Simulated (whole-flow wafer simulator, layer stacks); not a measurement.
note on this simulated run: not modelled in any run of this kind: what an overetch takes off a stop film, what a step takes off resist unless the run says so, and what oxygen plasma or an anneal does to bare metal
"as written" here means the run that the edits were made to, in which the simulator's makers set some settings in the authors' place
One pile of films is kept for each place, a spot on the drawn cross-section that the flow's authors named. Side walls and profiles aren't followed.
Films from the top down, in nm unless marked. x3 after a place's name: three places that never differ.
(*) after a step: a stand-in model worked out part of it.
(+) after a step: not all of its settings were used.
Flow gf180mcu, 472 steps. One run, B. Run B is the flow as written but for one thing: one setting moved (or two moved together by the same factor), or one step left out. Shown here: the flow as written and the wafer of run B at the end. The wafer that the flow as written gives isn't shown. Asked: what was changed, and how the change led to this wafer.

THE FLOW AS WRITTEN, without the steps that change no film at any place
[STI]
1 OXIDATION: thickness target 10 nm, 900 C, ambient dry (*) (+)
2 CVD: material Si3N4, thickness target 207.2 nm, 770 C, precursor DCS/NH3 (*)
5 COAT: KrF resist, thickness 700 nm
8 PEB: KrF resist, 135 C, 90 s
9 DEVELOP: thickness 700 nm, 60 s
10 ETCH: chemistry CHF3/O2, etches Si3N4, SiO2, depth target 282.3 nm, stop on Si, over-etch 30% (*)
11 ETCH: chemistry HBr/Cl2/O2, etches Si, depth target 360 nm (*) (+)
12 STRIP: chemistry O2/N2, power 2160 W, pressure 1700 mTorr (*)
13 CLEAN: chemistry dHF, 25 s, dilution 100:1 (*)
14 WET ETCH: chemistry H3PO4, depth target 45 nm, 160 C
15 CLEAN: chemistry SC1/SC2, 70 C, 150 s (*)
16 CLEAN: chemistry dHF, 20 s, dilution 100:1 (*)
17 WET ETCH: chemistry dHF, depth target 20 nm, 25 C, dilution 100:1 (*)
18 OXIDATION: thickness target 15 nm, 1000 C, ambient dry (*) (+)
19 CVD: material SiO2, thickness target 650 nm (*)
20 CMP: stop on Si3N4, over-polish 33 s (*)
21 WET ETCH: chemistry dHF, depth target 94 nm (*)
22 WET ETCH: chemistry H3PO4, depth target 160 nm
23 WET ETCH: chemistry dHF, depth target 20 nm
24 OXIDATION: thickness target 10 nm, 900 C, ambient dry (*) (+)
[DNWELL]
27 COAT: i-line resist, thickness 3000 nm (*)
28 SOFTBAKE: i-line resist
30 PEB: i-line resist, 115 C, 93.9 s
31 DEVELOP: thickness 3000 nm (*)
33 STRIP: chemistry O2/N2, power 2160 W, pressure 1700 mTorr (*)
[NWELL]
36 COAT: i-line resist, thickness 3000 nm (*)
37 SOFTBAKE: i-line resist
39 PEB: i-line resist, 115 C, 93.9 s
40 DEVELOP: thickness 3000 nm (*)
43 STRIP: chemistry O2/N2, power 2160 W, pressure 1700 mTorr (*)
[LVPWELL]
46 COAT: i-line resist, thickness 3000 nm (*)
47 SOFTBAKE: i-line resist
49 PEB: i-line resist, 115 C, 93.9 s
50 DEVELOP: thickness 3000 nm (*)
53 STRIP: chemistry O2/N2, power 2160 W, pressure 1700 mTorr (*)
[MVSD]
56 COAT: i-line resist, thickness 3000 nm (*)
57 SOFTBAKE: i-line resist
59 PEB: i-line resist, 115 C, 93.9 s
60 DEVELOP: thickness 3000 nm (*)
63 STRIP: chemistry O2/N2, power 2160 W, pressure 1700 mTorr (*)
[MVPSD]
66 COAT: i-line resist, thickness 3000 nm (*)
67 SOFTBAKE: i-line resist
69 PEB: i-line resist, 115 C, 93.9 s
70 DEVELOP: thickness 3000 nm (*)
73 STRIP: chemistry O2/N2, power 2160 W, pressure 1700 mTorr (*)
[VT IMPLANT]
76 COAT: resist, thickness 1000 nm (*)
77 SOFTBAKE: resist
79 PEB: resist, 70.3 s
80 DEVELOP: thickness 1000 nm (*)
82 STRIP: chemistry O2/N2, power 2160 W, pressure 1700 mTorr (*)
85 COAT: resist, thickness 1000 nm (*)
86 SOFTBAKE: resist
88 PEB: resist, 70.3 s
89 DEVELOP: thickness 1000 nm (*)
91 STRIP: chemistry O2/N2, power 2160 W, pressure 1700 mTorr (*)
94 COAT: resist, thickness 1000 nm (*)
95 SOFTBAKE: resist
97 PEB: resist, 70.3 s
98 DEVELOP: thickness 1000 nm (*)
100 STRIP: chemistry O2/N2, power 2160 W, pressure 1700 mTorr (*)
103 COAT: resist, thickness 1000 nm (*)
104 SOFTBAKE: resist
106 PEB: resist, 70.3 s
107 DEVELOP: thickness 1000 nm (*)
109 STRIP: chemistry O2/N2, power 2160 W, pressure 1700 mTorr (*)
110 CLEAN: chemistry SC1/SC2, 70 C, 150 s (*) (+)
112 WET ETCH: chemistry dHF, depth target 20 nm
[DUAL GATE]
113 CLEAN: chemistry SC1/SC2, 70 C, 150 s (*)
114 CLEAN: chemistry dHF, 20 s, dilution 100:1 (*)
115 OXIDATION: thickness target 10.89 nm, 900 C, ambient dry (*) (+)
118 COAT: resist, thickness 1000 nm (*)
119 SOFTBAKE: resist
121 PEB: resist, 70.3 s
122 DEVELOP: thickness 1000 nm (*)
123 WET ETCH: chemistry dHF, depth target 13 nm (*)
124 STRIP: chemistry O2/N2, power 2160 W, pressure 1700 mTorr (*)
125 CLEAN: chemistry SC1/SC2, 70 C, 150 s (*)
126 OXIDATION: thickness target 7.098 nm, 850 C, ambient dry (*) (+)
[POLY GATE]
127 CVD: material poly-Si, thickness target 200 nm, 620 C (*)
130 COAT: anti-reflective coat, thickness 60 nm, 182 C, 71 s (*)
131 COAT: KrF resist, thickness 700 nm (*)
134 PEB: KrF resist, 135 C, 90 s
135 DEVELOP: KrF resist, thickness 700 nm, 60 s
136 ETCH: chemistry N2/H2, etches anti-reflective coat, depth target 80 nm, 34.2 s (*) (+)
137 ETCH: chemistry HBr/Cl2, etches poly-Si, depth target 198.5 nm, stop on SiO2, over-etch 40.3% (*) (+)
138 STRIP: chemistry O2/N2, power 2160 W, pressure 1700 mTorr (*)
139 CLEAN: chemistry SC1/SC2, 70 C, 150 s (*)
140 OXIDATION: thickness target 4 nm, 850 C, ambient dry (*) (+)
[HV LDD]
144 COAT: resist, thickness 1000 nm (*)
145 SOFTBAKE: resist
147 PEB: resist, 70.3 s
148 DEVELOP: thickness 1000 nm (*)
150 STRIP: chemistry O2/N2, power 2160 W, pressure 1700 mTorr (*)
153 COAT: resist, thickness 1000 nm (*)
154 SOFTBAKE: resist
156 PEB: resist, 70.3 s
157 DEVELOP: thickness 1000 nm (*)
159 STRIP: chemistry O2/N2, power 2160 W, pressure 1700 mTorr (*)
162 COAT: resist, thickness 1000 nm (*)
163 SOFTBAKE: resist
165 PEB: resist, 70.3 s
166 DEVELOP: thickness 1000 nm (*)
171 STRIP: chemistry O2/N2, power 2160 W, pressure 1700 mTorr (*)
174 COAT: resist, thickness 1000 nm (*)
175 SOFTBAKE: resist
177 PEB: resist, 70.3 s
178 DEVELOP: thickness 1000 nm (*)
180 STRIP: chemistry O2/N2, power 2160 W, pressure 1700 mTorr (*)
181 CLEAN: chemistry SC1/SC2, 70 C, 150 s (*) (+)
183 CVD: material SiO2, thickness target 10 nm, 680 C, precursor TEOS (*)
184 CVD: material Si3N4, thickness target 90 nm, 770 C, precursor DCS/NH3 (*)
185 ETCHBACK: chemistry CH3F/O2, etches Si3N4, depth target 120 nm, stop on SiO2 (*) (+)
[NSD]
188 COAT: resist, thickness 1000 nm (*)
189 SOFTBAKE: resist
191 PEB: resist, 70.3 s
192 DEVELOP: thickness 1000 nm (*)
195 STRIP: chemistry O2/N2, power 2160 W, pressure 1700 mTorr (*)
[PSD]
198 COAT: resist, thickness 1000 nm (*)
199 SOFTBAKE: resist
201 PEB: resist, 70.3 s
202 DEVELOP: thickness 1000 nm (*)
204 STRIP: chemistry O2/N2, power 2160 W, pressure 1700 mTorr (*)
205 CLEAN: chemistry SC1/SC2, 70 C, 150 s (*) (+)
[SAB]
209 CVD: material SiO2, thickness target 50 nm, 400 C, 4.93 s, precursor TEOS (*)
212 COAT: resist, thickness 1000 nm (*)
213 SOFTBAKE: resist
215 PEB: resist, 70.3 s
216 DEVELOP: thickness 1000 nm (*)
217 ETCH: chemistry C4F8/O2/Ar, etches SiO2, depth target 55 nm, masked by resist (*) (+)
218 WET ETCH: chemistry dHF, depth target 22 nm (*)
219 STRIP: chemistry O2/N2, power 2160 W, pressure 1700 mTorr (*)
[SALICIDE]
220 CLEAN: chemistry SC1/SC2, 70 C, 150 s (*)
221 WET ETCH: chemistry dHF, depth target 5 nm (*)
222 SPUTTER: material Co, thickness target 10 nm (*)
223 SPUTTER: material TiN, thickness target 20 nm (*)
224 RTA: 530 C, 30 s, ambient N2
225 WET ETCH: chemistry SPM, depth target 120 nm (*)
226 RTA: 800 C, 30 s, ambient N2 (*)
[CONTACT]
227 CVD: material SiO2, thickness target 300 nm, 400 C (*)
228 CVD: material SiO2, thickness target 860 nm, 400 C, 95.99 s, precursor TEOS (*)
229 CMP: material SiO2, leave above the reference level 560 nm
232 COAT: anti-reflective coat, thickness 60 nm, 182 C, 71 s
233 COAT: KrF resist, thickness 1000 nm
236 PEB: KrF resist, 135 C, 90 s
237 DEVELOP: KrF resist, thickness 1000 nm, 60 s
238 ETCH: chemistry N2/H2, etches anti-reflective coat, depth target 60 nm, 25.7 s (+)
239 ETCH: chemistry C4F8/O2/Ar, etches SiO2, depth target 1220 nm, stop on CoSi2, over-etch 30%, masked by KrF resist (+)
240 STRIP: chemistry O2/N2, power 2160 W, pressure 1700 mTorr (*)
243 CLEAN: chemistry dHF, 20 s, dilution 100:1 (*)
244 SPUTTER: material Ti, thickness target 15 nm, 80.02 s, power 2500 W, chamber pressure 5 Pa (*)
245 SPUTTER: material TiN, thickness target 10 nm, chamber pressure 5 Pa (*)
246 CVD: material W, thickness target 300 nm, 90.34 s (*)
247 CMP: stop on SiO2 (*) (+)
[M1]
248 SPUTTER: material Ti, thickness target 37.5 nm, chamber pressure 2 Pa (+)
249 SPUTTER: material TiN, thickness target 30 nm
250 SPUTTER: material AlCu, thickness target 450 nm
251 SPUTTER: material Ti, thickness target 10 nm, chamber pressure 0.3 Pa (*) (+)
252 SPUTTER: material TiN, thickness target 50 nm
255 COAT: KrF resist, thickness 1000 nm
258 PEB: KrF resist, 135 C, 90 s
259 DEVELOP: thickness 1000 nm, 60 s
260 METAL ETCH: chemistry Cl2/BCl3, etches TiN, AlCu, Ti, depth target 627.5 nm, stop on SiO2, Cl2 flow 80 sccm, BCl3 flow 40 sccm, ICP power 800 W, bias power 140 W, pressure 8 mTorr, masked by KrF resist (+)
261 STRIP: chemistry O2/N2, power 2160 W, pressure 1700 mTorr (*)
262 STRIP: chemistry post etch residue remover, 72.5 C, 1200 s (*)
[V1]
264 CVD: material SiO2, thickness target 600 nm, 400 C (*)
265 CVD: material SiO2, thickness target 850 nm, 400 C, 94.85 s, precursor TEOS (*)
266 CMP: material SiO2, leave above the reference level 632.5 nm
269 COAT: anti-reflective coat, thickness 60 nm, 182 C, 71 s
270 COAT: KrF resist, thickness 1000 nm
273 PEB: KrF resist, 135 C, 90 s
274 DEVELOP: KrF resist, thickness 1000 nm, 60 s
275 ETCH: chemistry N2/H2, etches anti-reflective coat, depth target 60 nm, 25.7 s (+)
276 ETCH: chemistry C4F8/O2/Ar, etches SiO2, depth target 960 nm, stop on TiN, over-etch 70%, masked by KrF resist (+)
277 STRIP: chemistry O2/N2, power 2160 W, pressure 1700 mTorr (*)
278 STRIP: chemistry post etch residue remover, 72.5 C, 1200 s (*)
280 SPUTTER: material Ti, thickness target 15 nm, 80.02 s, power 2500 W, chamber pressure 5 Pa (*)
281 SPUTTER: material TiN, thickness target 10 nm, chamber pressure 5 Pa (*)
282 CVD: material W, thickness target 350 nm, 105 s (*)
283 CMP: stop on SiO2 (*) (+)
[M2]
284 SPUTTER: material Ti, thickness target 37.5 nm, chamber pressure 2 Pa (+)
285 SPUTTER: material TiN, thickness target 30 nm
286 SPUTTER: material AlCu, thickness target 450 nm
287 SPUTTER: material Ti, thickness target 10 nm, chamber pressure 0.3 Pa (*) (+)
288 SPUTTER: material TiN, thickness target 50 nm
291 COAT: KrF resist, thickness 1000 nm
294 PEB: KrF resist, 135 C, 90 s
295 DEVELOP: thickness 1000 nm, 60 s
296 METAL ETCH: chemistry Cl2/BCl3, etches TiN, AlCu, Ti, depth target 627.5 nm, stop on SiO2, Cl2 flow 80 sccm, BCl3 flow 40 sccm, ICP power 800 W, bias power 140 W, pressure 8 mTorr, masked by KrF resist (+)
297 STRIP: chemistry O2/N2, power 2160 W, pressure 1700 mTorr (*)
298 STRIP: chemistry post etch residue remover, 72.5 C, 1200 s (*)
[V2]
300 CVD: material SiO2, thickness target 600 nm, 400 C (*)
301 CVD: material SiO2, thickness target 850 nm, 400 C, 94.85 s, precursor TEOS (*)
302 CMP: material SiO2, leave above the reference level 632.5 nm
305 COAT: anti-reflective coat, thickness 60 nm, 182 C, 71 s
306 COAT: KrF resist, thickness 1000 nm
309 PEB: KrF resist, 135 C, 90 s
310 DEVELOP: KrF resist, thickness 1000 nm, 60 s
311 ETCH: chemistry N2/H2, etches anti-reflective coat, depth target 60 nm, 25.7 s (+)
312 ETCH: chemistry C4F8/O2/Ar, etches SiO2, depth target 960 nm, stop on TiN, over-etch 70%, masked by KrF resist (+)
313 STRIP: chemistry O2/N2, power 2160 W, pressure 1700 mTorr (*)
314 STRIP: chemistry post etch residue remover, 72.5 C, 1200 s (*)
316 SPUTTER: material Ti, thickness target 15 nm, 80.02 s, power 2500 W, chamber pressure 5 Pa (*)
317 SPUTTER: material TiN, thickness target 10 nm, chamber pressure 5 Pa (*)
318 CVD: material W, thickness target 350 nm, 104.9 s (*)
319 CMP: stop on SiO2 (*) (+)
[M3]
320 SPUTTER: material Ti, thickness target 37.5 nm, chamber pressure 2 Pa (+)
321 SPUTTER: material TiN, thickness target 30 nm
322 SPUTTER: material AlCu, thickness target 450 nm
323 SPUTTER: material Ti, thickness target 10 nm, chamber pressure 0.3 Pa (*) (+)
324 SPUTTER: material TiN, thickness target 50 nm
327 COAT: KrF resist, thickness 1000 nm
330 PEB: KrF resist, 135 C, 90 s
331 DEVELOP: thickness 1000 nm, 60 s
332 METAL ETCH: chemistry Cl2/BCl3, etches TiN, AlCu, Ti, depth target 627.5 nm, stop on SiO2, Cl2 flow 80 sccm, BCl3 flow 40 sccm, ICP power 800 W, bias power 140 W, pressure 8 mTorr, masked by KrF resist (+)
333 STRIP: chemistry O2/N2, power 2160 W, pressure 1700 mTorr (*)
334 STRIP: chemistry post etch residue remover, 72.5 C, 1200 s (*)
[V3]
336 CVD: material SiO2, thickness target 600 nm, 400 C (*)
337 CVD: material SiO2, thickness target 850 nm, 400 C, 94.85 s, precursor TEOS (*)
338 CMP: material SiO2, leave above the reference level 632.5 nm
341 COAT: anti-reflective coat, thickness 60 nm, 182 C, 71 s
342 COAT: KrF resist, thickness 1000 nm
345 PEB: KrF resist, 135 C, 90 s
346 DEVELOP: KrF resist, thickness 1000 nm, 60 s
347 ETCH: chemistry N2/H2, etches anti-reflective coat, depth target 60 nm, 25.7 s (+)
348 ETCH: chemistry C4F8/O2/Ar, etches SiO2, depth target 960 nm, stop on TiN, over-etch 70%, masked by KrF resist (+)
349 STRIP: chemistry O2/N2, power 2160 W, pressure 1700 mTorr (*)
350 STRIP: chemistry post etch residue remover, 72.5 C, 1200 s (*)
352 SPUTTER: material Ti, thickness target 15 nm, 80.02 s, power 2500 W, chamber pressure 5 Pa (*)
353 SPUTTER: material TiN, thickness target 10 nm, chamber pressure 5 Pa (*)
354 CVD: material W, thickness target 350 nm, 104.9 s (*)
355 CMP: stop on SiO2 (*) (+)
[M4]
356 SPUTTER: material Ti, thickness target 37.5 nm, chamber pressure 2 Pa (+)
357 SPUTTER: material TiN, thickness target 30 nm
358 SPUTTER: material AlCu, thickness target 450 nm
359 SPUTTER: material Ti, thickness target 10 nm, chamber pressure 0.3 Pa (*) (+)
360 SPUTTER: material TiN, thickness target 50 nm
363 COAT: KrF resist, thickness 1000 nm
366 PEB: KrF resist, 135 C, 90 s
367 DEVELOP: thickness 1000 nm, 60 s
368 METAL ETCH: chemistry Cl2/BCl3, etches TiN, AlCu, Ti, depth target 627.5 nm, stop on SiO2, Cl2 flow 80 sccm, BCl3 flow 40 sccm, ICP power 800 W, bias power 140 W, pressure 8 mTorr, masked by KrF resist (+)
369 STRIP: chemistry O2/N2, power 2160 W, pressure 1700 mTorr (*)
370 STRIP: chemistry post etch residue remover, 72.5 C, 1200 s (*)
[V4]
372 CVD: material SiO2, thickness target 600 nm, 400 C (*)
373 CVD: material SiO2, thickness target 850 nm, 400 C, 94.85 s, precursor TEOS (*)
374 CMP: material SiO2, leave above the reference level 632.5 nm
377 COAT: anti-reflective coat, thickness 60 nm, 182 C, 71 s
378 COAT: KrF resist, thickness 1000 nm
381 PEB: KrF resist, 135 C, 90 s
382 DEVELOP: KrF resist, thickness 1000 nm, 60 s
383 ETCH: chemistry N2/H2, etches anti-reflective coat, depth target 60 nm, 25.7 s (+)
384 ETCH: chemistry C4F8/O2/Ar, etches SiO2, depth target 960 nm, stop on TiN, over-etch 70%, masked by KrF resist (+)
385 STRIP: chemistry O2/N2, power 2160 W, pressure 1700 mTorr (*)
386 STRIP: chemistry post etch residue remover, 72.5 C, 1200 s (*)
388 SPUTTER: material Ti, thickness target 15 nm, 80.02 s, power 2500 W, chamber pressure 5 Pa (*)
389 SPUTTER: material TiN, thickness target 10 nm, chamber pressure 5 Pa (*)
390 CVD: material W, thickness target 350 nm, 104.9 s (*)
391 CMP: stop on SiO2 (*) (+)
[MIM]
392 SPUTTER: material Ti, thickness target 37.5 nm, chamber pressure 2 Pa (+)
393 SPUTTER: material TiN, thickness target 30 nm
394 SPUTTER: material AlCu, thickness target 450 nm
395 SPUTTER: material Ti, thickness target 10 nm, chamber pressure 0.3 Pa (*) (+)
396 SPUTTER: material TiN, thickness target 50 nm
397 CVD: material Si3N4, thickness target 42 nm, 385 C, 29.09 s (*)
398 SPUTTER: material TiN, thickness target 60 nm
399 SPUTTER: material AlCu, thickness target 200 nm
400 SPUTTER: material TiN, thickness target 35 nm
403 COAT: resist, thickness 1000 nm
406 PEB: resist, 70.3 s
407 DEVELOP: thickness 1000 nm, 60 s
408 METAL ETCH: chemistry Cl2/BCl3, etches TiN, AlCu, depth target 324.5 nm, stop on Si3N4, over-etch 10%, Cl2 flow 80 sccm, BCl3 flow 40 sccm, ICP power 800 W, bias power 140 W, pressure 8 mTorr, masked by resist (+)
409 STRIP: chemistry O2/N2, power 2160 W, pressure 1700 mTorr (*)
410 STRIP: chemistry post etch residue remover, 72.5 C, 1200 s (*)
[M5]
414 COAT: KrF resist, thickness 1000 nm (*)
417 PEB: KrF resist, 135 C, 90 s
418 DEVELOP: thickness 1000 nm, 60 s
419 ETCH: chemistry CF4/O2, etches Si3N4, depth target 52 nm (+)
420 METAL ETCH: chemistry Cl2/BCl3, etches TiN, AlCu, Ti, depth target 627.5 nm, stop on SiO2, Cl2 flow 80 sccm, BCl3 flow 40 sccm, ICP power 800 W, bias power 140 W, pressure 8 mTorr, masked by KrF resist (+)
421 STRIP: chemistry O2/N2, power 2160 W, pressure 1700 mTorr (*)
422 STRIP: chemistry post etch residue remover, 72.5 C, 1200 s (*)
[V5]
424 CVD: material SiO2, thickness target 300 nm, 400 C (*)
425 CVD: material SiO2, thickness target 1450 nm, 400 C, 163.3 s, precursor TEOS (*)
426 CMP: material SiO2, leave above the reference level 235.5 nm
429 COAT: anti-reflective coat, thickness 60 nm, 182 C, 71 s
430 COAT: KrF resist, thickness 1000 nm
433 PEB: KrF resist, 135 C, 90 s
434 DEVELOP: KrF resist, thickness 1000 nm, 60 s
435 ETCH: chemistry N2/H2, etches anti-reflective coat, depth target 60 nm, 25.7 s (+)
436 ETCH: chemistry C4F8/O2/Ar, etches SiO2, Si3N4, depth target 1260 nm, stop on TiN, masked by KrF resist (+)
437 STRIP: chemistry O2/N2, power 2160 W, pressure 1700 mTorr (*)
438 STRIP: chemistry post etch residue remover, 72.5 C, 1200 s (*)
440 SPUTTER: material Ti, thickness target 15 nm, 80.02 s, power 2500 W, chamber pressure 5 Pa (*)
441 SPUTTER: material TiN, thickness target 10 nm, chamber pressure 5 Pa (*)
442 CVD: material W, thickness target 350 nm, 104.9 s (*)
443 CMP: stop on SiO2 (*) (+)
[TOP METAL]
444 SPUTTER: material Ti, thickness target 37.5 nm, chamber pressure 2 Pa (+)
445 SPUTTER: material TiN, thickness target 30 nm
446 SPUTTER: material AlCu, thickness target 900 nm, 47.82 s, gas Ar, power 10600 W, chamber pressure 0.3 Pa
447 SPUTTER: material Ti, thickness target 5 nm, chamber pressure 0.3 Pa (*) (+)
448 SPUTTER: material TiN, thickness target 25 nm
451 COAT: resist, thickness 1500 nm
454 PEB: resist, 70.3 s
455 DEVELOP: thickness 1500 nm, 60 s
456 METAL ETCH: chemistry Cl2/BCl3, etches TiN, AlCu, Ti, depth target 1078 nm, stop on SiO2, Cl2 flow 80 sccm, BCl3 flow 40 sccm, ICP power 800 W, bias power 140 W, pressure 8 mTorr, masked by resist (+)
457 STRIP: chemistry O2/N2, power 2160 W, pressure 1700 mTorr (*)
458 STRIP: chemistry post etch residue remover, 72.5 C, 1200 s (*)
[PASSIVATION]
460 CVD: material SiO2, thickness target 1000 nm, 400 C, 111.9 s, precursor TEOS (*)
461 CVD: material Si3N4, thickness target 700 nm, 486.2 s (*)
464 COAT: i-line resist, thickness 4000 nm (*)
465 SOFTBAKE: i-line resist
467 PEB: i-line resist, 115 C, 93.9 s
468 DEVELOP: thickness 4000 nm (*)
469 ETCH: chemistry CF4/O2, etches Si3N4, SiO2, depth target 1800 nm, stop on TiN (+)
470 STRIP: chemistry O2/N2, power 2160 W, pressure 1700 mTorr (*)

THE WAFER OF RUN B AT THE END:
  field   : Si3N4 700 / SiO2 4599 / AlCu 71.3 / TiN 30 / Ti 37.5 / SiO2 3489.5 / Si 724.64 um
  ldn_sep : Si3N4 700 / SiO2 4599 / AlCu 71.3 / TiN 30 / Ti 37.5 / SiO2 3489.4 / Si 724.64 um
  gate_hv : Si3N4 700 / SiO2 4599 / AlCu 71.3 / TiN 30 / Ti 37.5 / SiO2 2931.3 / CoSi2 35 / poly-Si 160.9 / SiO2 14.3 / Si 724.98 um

The cause: step 332, METAL ETCH: depth target 433 nm was run, where the flow has depth target 627.5 nm.

How the change led to this, step by step:
  332 METAL ETCH: chemistry Cl2/BCl3, etches TiN, AlCu, Ti, depth target 627.5 nm, stop on SiO2, Cl2 flow 80 sccm, BCl3 flow 40 sccm, ICP power 800 W, bias power 140 W, pressure 8 mTorr, masked by KrF resist (+)
      field, field__w1, field__w2 and 103 more: TiN -50 (all of it), Ti -10 (all of it), AlCu -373 (as written it would be: TiN -50 (all of it), Ti -10 (all of it), AlCu -450 (all of it), TiN -30 (all of it), Ti -37.5 (all of it))
      field__w8, contact, m1, m1__w1, m1_nw: KrF resist -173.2 (as written it would be: KrF resist -251)
  333 STRIP: chemistry O2/N2, power 2160 W, pressure 1700 mTorr (*)
      field__w8, contact, m1, m1__w1, m1_nw: KrF resist -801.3 (all of it) (as written it would be: KrF resist -723.5 (all of it))
  334 STRIP: chemistry post etch residue remover, 72.5 C, 1200 s (*)
      field, field__w1, field__w2 and 103 more: AlCu -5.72 (as written it would be: nothing)
  336 CVD: material SiO2, thickness target 600 nm, 400 C (*)
      field, field__w1, field__w2 and 103 more: SiO2 +600 (new film) (as written it would be: SiO2 +600)
  338 CMP: material SiO2, leave above the reference level 632.5 nm
      field, field__w1, field__w2 and 103 more: SiO2 -438.8 (as written it would be: SiO2 -300)
Counting metal films that touch as one body, field has 1 body; the flow as written gives 0 bodies.
Counting metal films that touch as one body, ldn_sep has 1 body; the flow as written gives 0 bodies.
Counting metal films that touch as one body, gate_hv has 2 bodies (between them, from the top down: SiO2 2931.3); the flow as written gives 1 body.
